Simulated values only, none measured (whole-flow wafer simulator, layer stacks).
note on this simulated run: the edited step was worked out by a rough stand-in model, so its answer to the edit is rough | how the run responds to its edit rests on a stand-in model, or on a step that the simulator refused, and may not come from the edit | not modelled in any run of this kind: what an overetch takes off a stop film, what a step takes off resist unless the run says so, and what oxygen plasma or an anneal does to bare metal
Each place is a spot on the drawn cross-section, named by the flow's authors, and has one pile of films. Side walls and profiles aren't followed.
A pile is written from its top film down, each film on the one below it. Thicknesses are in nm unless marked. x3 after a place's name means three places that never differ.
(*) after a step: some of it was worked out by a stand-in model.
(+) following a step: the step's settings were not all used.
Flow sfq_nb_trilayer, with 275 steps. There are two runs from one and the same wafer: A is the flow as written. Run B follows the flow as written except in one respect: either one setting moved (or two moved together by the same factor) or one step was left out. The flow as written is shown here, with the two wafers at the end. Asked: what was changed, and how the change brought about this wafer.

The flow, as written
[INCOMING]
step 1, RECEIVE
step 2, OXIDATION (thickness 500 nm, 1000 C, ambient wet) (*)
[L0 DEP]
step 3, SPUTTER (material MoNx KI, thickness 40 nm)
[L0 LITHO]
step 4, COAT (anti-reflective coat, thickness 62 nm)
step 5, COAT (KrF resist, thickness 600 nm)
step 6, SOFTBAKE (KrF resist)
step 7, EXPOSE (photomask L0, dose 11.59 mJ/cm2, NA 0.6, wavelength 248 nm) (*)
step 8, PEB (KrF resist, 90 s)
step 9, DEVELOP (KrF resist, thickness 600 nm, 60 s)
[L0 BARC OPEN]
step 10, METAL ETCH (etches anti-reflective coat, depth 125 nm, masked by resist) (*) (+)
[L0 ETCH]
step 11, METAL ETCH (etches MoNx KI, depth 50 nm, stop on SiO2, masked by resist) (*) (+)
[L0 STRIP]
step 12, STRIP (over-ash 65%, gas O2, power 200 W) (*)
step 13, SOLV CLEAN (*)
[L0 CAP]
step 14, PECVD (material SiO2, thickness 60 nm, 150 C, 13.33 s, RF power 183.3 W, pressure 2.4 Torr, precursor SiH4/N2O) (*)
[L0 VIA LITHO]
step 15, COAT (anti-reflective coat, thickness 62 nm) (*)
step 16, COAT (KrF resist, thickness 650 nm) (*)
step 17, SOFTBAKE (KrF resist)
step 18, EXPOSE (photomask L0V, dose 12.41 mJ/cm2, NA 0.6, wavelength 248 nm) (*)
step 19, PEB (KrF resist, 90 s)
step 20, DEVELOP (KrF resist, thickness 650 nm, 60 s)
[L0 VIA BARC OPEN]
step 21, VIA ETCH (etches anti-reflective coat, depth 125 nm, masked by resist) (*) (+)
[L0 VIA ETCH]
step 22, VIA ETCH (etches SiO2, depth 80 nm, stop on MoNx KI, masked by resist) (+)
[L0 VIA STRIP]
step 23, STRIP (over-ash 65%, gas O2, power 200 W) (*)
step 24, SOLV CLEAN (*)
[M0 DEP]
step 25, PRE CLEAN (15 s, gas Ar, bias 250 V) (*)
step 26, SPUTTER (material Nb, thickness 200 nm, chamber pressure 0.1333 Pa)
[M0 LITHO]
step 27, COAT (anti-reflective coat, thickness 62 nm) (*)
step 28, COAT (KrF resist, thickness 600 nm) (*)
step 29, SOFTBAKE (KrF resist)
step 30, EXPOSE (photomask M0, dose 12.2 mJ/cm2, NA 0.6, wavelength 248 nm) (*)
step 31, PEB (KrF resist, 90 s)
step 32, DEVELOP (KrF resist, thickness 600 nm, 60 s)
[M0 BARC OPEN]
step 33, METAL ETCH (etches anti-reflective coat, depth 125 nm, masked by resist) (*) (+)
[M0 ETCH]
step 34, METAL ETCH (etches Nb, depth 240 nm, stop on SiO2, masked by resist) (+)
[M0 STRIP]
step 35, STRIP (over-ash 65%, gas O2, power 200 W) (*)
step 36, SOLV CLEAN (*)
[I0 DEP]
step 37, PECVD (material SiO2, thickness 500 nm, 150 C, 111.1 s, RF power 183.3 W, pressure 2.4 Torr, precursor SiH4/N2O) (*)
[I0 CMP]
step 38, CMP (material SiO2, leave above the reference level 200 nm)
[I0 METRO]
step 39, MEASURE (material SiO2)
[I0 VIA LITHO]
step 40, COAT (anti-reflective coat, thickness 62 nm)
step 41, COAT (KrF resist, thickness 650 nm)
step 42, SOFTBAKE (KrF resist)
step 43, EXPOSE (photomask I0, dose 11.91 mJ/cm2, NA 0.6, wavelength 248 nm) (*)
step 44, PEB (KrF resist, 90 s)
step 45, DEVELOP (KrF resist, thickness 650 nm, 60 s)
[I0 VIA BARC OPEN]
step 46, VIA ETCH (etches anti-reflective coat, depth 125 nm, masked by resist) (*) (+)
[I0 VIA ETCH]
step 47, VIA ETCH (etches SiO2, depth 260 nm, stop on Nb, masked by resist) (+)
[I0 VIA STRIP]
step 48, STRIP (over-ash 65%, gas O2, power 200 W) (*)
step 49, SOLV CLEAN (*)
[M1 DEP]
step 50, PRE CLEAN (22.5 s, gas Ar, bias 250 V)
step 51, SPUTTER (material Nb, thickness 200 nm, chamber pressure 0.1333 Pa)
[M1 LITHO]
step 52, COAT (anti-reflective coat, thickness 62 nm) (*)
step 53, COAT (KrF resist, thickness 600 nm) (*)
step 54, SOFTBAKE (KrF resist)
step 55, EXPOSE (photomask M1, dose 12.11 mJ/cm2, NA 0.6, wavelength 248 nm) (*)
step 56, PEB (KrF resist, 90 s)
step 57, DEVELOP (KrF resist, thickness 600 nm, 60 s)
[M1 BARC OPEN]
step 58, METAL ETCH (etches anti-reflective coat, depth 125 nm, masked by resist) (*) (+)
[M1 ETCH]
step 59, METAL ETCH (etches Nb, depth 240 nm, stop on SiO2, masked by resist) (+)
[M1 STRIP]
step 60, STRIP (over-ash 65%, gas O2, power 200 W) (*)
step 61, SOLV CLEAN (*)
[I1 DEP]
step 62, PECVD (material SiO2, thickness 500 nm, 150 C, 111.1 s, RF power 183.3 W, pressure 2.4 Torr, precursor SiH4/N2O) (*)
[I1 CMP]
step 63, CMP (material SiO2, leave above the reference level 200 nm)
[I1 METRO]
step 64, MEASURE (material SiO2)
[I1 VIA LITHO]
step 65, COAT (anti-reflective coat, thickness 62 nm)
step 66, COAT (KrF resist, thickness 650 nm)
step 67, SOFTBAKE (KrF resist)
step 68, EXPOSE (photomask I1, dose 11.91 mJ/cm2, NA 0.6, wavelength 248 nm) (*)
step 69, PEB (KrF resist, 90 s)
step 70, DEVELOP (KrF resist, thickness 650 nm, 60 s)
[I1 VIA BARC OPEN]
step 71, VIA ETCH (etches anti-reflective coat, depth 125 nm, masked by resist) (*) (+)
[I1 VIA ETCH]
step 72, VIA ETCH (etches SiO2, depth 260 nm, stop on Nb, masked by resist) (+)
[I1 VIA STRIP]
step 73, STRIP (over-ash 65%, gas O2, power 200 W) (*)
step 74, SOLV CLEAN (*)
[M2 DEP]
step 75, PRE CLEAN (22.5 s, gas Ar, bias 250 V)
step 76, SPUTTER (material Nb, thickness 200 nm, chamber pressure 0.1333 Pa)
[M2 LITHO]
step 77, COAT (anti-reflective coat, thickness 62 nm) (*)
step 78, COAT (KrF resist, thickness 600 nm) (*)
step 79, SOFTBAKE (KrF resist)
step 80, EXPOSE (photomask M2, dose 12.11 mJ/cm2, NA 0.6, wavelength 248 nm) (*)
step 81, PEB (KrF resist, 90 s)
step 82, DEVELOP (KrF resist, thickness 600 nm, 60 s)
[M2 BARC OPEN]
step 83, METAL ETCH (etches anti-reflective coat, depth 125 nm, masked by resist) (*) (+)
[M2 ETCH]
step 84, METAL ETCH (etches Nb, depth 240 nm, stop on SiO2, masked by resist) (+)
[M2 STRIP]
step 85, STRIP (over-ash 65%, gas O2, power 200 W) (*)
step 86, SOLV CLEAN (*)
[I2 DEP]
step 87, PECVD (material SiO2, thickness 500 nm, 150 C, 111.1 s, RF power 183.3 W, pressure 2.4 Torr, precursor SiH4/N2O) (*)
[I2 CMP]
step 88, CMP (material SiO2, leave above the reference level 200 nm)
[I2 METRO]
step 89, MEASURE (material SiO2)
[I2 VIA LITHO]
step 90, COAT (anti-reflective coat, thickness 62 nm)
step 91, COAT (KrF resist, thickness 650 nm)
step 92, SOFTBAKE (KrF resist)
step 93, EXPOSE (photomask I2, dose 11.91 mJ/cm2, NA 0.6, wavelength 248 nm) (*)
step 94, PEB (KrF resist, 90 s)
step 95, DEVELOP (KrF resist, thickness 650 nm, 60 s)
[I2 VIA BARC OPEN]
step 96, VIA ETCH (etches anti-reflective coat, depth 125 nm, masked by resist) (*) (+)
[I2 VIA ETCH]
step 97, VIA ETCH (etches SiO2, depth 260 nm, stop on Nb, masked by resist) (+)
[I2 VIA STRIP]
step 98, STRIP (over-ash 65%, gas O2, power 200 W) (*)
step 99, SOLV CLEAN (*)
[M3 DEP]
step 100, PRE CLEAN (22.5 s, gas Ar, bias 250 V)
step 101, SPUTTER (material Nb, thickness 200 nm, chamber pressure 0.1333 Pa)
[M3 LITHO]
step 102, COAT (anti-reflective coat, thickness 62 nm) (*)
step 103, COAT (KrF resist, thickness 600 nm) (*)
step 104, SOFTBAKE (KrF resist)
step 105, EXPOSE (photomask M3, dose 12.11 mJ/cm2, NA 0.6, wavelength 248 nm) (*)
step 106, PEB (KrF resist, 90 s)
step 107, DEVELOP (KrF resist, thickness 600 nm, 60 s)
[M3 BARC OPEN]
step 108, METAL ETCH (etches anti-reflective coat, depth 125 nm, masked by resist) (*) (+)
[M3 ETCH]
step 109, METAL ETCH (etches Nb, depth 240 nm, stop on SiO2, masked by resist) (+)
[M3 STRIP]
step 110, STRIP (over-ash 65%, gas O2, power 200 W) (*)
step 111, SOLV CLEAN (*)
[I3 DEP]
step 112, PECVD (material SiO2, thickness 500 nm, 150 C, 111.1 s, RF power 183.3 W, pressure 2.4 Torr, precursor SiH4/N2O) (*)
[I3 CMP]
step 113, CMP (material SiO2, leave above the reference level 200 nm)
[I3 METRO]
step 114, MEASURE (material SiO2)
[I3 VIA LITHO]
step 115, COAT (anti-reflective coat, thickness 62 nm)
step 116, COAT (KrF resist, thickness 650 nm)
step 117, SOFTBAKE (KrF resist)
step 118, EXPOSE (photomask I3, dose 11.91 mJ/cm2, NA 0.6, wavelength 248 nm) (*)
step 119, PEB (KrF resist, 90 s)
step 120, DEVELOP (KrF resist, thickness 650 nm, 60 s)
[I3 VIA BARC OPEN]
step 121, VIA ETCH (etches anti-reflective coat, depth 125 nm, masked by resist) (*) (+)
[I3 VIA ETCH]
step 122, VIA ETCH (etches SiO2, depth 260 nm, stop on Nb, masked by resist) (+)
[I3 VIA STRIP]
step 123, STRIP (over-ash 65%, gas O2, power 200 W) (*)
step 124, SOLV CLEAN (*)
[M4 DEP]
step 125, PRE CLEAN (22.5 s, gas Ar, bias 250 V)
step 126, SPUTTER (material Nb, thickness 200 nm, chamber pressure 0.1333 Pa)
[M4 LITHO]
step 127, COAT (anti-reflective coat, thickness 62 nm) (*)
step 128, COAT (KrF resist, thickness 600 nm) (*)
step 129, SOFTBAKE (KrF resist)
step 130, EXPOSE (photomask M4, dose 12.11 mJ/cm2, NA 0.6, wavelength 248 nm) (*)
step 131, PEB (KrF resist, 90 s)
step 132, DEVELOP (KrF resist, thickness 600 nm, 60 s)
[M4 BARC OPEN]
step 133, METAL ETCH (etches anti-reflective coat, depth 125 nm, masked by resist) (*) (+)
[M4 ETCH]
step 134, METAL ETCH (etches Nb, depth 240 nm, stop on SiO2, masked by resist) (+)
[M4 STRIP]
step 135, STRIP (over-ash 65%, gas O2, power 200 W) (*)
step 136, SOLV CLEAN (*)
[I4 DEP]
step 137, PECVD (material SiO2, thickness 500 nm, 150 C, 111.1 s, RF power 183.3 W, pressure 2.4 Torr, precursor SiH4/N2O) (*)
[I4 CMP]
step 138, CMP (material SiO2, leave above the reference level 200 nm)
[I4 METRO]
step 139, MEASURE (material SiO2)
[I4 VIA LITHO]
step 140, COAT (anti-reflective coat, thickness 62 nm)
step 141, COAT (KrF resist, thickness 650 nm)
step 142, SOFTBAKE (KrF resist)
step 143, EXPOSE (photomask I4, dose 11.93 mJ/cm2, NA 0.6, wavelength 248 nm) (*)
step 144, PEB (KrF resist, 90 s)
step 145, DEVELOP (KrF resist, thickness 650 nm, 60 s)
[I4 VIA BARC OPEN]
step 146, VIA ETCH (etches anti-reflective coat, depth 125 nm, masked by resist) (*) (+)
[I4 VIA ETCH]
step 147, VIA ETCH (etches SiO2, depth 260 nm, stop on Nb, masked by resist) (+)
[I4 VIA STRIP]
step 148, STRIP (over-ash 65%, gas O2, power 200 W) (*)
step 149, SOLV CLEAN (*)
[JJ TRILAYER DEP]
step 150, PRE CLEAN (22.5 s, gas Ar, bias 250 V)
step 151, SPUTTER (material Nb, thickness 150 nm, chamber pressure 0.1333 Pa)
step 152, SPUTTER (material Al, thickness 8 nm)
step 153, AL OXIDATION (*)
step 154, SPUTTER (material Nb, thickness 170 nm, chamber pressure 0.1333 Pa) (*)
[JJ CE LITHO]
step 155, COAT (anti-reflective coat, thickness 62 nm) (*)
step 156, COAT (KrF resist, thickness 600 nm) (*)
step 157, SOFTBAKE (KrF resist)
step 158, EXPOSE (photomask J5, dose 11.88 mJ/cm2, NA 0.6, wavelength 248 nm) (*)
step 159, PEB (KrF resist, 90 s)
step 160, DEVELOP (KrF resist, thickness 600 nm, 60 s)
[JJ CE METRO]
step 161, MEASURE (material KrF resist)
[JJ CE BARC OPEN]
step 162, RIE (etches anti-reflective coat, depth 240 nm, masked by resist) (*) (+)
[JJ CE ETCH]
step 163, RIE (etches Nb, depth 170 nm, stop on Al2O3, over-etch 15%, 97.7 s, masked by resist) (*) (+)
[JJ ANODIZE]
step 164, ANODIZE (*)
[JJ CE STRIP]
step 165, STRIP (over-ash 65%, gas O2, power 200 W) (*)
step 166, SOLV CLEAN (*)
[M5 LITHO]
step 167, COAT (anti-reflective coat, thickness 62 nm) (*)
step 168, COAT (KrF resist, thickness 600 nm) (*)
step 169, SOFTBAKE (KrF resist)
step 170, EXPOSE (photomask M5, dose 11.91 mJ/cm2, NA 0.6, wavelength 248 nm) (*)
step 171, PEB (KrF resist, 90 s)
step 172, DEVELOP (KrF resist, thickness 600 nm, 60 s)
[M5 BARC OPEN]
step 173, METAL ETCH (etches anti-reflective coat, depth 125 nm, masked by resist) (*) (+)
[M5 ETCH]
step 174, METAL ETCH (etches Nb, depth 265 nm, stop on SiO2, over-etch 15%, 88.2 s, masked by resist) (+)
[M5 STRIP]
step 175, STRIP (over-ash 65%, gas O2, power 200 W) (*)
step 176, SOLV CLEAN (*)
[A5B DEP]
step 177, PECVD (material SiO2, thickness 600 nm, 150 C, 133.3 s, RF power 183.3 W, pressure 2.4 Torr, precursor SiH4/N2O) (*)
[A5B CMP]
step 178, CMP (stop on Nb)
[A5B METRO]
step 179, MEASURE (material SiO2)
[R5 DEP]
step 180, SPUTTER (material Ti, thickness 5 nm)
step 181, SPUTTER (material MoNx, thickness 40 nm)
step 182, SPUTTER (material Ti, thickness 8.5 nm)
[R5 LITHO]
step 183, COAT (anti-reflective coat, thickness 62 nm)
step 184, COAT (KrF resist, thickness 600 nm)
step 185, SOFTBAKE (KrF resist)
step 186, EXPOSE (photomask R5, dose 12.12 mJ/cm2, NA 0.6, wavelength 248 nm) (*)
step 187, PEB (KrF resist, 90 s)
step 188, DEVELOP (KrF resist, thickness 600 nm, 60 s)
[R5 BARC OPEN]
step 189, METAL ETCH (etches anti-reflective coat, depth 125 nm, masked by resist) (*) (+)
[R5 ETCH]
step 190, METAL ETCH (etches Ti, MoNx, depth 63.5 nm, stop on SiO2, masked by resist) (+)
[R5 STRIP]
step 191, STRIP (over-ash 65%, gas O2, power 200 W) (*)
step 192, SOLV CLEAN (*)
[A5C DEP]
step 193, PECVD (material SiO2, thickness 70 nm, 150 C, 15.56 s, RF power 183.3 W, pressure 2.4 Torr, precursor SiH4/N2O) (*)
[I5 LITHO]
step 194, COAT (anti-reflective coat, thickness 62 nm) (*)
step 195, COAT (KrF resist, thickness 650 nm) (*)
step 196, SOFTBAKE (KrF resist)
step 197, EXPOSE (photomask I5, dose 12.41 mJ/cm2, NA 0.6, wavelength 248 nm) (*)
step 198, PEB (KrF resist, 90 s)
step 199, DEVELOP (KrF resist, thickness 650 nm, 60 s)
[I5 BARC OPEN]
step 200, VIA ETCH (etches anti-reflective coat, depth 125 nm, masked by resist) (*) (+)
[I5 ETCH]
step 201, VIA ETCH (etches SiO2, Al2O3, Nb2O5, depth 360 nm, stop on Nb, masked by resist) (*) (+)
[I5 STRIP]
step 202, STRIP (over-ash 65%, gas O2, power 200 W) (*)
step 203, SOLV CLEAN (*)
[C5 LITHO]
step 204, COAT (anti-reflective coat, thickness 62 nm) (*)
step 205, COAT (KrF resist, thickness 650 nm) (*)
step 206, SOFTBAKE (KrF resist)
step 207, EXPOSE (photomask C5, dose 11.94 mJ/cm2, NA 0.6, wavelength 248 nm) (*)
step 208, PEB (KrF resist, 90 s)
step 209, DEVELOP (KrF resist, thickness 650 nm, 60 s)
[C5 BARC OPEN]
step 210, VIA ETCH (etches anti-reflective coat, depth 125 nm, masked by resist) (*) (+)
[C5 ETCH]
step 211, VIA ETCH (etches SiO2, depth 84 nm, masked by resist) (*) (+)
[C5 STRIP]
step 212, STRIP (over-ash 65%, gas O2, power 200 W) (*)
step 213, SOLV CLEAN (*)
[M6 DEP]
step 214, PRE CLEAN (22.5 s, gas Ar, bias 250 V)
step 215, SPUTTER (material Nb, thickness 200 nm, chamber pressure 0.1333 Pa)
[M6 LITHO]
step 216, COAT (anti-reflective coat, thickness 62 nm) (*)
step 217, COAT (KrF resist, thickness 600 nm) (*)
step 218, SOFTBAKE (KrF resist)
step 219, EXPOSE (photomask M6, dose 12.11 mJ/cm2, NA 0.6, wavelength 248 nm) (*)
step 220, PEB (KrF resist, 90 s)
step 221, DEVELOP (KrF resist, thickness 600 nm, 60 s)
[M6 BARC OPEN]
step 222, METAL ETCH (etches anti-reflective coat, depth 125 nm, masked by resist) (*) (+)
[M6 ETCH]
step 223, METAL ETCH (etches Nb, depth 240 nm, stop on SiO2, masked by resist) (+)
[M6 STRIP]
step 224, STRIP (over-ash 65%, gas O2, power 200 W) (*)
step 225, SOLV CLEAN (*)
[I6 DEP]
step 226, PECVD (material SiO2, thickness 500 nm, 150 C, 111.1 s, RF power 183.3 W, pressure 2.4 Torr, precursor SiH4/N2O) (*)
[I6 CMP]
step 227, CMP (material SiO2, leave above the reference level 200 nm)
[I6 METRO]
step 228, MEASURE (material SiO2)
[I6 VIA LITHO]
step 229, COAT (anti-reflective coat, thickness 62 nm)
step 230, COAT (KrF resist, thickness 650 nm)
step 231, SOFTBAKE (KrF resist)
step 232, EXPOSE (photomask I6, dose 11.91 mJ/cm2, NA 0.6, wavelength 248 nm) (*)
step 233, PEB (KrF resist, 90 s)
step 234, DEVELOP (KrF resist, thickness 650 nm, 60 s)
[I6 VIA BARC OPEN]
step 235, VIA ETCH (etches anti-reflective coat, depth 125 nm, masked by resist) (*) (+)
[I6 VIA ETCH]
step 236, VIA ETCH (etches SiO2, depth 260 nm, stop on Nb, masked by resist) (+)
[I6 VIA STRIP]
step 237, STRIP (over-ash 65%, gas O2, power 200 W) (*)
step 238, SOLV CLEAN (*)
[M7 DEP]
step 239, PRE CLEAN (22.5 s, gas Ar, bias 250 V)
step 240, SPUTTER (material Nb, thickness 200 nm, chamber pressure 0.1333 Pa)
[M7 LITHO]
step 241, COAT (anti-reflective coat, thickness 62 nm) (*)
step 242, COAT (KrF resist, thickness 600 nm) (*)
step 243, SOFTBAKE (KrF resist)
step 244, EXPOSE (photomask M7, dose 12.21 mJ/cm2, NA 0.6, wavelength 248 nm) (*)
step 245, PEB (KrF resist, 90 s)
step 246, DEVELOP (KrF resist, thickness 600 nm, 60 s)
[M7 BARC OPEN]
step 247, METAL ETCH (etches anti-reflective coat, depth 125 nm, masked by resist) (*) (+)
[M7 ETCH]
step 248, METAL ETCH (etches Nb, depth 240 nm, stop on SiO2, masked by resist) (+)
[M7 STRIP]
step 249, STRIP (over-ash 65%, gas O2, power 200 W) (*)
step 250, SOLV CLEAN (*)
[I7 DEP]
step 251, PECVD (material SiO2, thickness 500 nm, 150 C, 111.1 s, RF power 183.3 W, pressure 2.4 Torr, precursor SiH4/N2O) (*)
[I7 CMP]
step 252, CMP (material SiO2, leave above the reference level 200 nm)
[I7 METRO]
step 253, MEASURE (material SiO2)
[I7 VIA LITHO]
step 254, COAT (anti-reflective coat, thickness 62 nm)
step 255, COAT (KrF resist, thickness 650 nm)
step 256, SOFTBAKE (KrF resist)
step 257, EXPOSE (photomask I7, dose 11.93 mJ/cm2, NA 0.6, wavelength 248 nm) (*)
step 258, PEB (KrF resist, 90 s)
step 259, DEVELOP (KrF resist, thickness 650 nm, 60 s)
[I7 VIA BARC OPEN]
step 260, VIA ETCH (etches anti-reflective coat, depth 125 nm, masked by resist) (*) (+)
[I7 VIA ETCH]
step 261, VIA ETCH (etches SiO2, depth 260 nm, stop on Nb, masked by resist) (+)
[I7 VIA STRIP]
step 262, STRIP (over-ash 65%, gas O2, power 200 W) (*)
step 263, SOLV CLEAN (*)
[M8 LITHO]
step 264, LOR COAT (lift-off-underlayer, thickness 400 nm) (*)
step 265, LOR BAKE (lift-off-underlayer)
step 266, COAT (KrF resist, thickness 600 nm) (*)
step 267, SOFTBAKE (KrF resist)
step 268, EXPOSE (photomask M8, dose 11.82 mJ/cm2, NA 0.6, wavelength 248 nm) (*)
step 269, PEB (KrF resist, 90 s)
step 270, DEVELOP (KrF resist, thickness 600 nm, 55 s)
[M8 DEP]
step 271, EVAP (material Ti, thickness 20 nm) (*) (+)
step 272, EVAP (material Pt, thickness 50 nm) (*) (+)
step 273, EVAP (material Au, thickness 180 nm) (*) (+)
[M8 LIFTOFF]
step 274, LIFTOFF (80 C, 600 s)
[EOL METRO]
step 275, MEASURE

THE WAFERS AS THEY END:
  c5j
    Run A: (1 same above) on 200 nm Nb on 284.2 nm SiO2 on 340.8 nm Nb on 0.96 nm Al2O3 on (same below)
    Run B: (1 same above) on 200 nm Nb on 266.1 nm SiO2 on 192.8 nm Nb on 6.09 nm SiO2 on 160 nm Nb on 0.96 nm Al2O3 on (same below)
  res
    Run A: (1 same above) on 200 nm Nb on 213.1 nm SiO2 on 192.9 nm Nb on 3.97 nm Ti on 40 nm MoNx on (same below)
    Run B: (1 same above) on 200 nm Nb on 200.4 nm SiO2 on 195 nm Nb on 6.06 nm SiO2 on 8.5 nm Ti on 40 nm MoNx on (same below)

The reason: step 211, VIA ETCH: depth 56.3 nm was run, though the flow has depth 84 nm.

Step by step, how the change led to this:
  step 211, VIA ETCH (etches SiO2, depth 84 nm, masked by resist) (*) (+)
      c5j: A -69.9 SiO2 (all of it), -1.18 Nb | B -56.3 SiO2
      res: A -69.9 SiO2 (all of it) | B -56.3 SiO2
      (and at 104 other places as well)
  step 214, PRE CLEAN (22.5 s, gas Ar, bias 250 V)
      c5j: A -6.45 Nb | B -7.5 SiO2
      res: A -4.53 Ti | B -7.5 SiO2
  step 215, SPUTTER (material Nb, thickness 200 nm, chamber pressure 0.1333 Pa)
      c5j: A +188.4 Nb | B +192.8 Nb (new film)
  step 216, COAT (anti-reflective coat, thickness 62 nm) (*)
      ce_l: A +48 anti-reflective coat (new film) | B +51.5 anti-reflective coat (new film)
      c5j: A +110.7 anti-reflective coat (new film) | B +100.7 anti-reflective coat (new film)
      (and at 3 other places as well)
  step 224, STRIP (over-ash 65%, gas O2, power 200 W) (*)
      ce_l: A -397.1 KrF resist (all of it), -48 anti-reflective coat (all of it) | B -395 KrF resist (all of it), -51.5 anti-reflective coat (all of it)
      c5j: A -418.3 KrF resist (all of it), -110.7 anti-reflective coat (all of it) | B -411.9 KrF resist (all of it), -100.7 anti-reflective coat (all of it)
      (and at 3 other places as well)
  step 226, PECVD (material SiO2, thickness 500 nm, 150 C, 111.1 s, RF power 183.3 W, pressure 2.4 Torr, precursor SiH4/N2O) (*)
      c5j: A +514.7 SiO2 (new film) | B +500 SiO2 (new film)
  step 227, CMP (material SiO2, leave above the reference level 200 nm)
      res: A -279.4 SiO2 | B -292.1 SiO2
If metal films that touch count as one body, c5j has 5 bodies (between them, from the top down: SiO2 266.1; SiO2 6.09; Al2O3 0.96; SiO2 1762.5); the flow as written gives 4 bodies (between them, from the top down: SiO2 284.2; Al2O3 0.96; SiO2 1762.5).
If metal films that touch count as one body, res has 4 bodies (between them, from the top down: SiO2 200.4; SiO2 6.06; SiO2 2090.9); the flow as written gives 3 bodies (between them, from the top down: SiO2 213.1; SiO2 2090.9).
